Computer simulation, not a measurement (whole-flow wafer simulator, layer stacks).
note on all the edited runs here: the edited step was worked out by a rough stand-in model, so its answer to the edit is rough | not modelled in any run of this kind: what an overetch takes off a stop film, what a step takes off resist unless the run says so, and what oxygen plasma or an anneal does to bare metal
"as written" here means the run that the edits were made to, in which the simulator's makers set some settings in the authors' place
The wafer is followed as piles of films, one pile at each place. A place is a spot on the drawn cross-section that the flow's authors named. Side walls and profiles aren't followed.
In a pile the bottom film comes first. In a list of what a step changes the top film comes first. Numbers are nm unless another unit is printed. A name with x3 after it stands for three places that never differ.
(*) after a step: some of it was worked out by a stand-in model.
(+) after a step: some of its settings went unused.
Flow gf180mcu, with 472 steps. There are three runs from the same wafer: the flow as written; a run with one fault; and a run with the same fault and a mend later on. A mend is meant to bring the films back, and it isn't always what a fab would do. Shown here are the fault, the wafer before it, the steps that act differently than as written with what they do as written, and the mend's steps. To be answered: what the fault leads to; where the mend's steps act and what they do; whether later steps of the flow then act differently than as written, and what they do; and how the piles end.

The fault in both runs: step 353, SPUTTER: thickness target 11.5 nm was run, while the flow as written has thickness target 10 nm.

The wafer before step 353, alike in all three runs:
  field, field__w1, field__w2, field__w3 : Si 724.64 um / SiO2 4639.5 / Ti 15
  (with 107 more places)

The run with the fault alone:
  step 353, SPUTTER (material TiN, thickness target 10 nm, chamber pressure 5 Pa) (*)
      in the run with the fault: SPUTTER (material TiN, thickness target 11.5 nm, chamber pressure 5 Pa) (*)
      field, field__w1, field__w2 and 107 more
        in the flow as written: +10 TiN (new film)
        in the run with the fault: +11.5 TiN (new film)
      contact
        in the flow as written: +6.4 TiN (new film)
        in the run with the fault: +7.36 TiN (new film)
  Steps further on in the flow that do not act as written (1 other step is not shown; it differs only slightly, by no more than 2% or 0.5 nm, whichever is larger):
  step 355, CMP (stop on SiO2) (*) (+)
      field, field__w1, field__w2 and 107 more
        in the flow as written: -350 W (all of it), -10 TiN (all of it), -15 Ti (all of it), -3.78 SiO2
        in the run with the fault: -350 W (all of it), -11.5 TiN (all of it), -15 Ti (all of it), -3.8 SiO2
  The piles end different from the flow's at contact by more than 2% or 0.5 nm, whichever is larger.
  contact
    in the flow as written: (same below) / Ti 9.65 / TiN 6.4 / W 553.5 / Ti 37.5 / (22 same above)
    in the run with the fault: (same below) / Ti 9.65 / TiN 7.36 / W 552.5 / Ti 37.5 / (22 same above)

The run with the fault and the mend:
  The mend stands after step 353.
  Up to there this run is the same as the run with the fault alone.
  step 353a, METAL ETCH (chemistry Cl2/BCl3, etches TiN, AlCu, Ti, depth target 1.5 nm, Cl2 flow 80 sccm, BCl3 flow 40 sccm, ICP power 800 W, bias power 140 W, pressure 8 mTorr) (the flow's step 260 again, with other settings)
      field, field__w1, field__w2 and 108 more
        -1.5 TiN
  None of the later steps of the flow differs from how it acts as written, at any place that is followed, by more than 2% or 0.5 nm, whichever is larger.
  The piles end different from the flow's at contact by more than 2% or 0.5 nm, whichever is larger.
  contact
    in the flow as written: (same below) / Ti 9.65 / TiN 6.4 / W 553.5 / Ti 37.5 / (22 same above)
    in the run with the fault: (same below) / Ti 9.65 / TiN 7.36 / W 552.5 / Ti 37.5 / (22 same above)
    in the run with the mend: (same below) / Ti 9.65 / TiN 5.86 / W 554 / Ti 37.5 / (22 same above)
